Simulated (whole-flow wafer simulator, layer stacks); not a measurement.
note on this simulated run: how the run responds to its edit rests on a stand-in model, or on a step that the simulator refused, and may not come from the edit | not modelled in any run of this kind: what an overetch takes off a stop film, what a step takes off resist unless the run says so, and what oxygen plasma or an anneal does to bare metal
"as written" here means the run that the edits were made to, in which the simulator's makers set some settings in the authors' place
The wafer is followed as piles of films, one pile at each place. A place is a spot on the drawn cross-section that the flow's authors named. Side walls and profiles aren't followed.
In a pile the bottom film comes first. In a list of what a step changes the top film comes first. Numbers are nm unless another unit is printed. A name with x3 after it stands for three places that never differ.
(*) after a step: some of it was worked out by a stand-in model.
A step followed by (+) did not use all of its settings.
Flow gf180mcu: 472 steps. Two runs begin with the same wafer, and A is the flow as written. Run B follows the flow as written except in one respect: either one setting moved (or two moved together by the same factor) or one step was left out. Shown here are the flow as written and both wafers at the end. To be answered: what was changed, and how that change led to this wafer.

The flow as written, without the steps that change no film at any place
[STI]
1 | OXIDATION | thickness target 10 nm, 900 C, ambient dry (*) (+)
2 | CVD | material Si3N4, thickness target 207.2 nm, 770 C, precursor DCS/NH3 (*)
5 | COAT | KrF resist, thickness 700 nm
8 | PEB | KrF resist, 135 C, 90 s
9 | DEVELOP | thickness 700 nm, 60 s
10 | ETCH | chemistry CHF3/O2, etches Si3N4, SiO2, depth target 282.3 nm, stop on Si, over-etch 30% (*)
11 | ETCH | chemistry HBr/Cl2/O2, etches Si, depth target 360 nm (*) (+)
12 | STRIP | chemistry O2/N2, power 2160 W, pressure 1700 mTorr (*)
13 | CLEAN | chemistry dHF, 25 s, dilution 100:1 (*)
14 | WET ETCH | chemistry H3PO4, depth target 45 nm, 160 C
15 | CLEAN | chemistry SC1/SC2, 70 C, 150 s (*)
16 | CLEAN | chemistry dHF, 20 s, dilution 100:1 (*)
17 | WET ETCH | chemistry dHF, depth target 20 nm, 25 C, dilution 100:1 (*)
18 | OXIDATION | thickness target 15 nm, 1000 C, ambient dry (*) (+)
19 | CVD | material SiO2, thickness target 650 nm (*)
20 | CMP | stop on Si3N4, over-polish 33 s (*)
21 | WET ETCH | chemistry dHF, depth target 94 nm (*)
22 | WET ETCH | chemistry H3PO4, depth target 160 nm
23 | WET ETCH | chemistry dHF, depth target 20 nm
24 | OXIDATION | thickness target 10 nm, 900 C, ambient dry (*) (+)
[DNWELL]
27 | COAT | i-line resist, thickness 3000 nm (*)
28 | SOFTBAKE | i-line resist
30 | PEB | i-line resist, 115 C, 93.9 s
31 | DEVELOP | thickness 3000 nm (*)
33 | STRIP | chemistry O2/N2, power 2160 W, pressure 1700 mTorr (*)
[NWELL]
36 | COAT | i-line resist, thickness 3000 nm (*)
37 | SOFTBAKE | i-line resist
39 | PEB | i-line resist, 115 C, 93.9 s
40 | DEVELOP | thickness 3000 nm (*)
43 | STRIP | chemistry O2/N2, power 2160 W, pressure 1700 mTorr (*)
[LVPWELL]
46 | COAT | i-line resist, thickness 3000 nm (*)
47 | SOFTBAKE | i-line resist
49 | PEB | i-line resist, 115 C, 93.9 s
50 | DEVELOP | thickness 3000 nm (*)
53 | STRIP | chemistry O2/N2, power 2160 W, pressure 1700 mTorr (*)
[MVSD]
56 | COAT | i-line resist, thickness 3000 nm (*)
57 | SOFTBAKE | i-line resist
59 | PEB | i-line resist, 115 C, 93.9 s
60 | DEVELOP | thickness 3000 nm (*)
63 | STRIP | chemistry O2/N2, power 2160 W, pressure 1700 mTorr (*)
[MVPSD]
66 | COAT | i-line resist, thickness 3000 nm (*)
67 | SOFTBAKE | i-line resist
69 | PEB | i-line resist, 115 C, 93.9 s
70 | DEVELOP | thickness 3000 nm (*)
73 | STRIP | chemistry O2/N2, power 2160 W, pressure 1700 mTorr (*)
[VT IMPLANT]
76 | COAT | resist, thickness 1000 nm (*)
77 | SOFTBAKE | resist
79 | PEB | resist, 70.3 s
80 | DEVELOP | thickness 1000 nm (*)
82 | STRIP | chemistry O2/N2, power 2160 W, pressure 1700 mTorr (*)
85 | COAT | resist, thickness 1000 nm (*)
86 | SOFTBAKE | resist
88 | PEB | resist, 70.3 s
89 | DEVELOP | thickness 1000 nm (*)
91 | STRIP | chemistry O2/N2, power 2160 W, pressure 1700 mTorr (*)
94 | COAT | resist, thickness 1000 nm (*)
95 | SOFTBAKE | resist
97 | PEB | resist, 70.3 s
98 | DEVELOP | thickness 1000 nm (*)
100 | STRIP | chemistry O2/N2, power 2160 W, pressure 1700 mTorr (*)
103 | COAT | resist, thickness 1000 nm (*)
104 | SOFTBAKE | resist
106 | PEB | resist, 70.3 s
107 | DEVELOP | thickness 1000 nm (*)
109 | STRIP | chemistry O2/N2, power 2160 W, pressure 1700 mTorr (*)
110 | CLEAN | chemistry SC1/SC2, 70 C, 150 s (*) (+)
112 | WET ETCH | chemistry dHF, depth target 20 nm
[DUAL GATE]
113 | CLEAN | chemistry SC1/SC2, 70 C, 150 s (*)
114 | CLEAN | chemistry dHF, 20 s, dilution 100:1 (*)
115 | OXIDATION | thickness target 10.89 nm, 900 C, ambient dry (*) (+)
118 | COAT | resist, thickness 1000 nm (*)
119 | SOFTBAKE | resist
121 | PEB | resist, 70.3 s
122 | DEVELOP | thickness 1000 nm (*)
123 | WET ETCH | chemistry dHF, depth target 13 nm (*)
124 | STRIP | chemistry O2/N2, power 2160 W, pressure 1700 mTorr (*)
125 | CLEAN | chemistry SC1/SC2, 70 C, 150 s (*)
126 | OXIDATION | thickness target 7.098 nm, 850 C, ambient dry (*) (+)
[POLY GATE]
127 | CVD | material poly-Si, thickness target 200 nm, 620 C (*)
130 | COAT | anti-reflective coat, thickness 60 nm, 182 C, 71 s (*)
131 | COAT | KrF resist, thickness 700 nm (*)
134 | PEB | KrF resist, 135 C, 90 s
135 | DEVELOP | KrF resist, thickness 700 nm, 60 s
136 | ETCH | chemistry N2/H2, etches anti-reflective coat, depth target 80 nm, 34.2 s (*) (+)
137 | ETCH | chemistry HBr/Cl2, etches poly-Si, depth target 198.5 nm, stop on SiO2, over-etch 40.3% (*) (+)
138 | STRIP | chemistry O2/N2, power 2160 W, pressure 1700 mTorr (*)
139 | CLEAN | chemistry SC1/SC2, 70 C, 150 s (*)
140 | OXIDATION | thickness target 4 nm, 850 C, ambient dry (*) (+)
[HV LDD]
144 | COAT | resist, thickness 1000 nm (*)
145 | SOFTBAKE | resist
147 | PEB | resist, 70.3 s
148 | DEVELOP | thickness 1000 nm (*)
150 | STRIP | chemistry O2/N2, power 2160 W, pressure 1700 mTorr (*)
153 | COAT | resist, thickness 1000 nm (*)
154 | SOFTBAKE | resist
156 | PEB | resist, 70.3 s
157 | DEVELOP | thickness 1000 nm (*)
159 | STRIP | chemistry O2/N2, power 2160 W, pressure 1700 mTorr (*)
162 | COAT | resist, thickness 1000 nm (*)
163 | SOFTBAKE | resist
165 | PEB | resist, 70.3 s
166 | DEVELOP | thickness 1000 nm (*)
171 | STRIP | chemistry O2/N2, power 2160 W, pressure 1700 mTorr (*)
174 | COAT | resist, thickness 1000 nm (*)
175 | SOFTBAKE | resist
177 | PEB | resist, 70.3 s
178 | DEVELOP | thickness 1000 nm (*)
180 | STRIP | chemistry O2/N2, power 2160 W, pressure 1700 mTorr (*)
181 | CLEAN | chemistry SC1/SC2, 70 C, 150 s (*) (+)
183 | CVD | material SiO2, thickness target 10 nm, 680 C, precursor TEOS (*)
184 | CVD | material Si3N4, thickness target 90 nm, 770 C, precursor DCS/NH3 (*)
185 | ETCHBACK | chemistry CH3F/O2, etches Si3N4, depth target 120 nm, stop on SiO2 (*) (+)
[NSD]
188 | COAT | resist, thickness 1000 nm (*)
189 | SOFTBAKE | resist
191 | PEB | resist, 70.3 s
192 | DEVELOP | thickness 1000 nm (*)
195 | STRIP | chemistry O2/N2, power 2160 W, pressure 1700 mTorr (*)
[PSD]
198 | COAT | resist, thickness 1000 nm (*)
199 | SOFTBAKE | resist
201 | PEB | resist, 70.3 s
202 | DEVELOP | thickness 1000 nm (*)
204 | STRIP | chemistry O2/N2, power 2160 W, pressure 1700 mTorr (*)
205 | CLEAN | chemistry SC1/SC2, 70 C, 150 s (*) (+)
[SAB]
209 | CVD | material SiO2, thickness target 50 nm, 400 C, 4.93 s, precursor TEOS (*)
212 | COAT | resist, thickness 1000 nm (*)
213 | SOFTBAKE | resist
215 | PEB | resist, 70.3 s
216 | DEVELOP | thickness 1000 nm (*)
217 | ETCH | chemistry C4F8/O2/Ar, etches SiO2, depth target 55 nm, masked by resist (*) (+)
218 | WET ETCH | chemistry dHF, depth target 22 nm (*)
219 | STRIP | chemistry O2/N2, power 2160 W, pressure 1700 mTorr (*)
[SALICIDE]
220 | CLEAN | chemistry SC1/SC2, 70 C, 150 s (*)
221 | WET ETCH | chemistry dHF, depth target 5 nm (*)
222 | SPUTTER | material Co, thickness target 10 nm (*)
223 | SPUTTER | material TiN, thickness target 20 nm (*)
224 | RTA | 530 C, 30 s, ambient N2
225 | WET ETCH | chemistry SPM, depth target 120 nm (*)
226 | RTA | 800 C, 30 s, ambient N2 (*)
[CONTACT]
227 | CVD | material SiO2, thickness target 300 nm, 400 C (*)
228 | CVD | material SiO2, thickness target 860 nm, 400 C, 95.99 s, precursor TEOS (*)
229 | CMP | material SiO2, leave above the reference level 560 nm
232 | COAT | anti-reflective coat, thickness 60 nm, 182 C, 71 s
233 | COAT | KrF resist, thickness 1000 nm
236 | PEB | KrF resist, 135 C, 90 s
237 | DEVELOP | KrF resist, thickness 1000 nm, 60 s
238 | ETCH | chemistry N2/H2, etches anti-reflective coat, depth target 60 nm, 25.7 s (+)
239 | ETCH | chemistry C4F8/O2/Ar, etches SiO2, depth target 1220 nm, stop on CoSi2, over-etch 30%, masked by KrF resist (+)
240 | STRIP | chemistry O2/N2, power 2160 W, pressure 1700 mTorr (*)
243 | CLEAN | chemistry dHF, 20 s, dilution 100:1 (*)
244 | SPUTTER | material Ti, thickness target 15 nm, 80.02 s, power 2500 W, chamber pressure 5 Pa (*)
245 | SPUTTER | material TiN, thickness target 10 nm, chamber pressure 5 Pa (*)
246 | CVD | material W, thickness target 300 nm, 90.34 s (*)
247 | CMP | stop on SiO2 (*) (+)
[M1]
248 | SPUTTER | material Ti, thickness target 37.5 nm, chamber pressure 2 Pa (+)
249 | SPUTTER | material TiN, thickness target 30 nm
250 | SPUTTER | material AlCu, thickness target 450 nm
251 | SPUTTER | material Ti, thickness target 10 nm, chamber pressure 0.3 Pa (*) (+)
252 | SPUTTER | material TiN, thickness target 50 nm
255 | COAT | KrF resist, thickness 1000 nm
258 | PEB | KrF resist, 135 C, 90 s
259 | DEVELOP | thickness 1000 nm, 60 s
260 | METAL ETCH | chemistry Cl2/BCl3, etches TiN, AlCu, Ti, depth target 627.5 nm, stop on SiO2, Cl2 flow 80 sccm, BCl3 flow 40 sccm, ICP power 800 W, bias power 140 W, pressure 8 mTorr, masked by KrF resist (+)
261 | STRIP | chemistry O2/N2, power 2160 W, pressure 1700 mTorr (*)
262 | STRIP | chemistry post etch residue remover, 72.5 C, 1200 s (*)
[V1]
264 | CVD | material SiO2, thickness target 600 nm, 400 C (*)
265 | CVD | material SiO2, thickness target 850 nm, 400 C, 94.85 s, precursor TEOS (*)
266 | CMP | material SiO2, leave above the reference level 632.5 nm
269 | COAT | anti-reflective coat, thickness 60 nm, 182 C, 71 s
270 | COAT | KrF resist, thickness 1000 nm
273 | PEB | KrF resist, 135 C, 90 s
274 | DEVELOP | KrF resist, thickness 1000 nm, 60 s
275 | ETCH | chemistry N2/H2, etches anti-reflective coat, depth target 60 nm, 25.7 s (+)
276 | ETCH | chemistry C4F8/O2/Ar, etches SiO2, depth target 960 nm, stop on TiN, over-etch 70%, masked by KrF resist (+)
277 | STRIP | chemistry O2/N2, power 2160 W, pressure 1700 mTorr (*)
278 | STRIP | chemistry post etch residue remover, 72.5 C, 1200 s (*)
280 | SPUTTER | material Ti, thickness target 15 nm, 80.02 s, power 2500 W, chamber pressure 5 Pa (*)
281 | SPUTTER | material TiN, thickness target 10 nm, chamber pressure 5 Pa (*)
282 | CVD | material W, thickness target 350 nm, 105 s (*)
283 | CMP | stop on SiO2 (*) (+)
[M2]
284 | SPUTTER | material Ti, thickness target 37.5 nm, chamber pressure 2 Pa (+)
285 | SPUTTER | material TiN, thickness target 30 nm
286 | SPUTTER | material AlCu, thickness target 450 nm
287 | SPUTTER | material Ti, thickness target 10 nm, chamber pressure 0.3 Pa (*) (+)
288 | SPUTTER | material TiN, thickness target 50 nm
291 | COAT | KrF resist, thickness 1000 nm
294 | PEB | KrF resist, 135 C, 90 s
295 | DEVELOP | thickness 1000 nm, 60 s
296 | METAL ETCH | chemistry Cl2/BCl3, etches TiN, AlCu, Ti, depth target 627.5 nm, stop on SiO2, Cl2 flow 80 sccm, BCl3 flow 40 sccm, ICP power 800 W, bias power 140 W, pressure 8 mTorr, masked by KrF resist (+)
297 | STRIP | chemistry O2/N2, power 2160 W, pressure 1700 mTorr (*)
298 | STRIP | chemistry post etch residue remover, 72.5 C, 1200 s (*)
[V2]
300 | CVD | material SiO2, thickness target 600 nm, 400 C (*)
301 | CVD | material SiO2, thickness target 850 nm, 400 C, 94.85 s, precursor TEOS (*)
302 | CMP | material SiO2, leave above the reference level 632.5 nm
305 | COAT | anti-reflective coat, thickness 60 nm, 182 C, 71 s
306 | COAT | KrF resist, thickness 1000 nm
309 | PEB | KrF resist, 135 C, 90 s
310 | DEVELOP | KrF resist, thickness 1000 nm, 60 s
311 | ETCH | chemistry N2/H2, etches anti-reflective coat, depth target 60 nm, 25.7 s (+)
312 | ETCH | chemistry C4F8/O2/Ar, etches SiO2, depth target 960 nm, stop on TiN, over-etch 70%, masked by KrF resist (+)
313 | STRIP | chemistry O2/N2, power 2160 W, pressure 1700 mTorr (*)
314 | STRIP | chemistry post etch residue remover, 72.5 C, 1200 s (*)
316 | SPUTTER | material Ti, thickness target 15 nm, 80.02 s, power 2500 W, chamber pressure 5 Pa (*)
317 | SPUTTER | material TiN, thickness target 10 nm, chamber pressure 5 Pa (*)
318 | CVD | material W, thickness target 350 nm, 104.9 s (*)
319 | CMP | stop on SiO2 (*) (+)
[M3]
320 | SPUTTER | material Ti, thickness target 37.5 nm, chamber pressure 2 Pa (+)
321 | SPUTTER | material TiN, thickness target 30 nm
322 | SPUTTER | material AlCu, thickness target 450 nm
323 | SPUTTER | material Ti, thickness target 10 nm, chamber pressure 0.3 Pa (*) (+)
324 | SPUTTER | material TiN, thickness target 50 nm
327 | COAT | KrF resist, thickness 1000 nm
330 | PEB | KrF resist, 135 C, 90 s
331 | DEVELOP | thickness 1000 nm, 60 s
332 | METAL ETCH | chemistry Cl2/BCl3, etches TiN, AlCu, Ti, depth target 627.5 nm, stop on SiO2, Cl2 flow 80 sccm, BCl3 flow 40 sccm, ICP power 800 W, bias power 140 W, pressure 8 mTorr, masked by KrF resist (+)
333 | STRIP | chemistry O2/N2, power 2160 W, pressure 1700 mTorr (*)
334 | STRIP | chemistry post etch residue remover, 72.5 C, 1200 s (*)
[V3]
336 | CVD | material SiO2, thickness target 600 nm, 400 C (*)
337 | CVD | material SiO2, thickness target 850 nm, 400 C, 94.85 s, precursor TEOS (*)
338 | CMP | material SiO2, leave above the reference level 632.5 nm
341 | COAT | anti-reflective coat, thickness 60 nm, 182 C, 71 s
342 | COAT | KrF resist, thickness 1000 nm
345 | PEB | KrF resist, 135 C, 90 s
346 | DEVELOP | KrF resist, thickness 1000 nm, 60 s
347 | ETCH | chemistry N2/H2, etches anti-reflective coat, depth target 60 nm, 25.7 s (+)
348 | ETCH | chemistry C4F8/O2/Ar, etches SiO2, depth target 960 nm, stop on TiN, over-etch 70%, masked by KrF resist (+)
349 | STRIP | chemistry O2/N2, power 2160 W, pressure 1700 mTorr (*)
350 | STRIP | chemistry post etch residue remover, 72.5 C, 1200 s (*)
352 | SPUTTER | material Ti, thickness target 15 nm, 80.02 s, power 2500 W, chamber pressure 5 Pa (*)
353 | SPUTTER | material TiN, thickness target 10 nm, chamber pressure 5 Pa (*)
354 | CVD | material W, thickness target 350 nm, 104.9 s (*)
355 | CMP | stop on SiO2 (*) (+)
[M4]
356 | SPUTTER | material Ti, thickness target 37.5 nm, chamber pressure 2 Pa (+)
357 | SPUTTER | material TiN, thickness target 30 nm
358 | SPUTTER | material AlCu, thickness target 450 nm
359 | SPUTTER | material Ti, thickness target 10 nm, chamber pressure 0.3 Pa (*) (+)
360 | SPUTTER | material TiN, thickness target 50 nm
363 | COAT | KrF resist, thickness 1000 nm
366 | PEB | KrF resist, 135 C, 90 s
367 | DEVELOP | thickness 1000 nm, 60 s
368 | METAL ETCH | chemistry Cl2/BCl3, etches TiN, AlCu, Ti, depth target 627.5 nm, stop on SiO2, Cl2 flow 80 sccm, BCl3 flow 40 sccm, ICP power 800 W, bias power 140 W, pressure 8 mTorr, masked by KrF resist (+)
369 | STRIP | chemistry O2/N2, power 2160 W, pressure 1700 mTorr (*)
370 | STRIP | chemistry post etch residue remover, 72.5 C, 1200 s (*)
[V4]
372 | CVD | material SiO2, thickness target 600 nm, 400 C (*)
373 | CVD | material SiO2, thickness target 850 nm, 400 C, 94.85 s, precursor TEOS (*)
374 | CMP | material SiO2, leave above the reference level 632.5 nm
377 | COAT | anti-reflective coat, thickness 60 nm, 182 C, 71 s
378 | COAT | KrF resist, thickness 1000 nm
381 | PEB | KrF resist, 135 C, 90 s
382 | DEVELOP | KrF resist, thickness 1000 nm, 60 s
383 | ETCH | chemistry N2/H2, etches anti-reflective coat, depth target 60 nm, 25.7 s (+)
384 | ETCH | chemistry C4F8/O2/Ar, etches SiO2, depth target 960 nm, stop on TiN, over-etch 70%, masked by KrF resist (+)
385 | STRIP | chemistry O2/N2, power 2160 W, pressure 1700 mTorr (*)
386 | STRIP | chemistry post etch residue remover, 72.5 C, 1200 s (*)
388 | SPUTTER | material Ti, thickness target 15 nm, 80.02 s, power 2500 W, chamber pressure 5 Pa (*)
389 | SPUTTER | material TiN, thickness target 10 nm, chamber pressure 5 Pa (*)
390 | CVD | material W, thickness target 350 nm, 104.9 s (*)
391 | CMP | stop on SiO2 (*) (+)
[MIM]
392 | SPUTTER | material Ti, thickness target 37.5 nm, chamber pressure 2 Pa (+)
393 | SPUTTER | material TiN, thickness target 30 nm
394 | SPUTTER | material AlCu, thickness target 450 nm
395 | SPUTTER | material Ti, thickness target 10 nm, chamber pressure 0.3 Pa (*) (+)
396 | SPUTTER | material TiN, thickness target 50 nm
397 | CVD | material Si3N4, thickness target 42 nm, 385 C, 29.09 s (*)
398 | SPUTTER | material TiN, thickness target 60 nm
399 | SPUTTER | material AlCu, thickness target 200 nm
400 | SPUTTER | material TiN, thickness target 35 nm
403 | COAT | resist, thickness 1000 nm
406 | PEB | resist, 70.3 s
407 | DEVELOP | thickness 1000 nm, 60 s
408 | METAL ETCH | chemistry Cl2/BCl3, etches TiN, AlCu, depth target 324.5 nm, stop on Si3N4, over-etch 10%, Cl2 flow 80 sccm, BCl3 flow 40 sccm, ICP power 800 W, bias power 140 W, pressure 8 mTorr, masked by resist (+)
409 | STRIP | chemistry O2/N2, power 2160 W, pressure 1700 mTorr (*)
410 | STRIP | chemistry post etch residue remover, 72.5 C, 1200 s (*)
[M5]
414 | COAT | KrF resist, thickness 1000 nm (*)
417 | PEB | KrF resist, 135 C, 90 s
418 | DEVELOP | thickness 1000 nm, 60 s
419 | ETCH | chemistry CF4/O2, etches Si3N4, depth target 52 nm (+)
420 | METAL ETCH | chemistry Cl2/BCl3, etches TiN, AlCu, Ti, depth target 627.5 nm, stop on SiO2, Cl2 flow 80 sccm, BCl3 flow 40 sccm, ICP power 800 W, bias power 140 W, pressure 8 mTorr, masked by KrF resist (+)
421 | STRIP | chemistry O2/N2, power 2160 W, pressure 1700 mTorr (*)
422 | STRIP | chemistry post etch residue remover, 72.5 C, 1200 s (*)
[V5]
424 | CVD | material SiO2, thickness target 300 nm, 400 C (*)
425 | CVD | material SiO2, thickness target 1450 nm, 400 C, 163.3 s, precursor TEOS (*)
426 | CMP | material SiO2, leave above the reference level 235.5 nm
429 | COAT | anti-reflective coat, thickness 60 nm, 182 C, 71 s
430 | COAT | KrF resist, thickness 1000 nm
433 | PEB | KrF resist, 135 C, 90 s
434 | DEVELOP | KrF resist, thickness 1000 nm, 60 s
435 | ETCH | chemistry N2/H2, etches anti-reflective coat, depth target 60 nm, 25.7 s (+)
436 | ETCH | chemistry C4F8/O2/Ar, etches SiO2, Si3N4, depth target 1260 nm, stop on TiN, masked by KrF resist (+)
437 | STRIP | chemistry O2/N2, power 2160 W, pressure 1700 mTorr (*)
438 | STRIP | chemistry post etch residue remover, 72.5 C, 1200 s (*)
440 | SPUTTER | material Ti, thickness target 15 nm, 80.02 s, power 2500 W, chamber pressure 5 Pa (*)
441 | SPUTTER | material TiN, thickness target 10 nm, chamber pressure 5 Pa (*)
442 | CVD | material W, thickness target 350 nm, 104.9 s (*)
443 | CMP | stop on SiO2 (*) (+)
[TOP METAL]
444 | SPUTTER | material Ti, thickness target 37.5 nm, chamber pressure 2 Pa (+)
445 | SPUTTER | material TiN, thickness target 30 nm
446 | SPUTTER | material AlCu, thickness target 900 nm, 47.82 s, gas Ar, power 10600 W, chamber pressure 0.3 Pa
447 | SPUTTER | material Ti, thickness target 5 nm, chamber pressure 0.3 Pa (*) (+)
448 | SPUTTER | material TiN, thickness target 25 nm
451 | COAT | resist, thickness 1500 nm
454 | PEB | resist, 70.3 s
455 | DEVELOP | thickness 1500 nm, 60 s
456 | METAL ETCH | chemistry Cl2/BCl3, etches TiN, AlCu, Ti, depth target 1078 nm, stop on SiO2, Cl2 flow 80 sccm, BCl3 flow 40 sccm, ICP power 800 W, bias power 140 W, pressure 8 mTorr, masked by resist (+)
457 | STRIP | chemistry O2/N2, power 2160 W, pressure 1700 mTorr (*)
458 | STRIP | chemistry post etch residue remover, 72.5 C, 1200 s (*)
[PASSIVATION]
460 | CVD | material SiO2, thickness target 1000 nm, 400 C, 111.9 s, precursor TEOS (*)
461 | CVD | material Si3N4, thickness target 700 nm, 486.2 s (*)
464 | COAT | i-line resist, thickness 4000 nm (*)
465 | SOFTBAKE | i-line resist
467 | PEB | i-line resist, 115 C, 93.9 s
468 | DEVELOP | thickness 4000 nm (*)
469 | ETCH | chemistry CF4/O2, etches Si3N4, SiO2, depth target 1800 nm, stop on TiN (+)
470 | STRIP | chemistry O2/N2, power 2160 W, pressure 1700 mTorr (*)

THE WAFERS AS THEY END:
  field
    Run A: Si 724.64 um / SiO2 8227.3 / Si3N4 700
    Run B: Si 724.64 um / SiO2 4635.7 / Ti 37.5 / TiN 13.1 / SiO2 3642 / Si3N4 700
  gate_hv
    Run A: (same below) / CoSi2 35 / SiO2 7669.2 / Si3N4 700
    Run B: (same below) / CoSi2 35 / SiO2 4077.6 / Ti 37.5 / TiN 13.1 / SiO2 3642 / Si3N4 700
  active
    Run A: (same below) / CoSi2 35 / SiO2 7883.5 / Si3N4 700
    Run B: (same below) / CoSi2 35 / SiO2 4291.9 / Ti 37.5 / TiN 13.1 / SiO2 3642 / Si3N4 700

What caused this: step 358, SPUTTER: thickness target 551 nm was run, whereas the flow has thickness target 450 nm.

Step by step, how the change led to this:
  358 | SPUTTER | material AlCu, thickness target 450 nm
      field, field__w1, field__w2 and 108 more: A +450 AlCu (new film) | B +551 AlCu (new film)
  368 | METAL ETCH | chemistry Cl2/BCl3, etches TiN, AlCu, Ti, depth target 627.5 nm, stop on SiO2, Cl2 flow 80 sccm, BCl3 flow 40 sccm, ICP power 800 W, bias power 140 W, pressure 8 mTorr, masked by KrF resist (+)
      field, field__w1, field__w2 and 103 more: A -50 TiN (all of it), -10 Ti (all of it), -450 AlCu (all of it), -30 TiN (all of it), -37.5 Ti (all of it) | B -50 TiN (all of it), -10 Ti (all of it), -551 AlCu (all of it), -16.5 TiN
  372 | CVD | material SiO2, thickness target 600 nm, 400 C (*)
      field, field__w1, field__w2 and 103 more: A +600 SiO2 | B +600 SiO2 (new film)
  374 | CMP | material SiO2, leave above the reference level 632.5 nm
      field, field__w1, field__w2 and 103 more: A -300 SiO2 | B -249.6 SiO2
Taking metal films that touch as one body, field has 1 body; the flow as written gives 0 bodies.
Taking metal films that touch as one body, gate_hv has 2 bodies (between them, from the top down: SiO2 4077.6); the flow as written gives 1 body.
Taking metal films that touch as one body, active has 2 bodies (between them, from the top down: SiO2 4291.9); the flow as written gives 1 body.
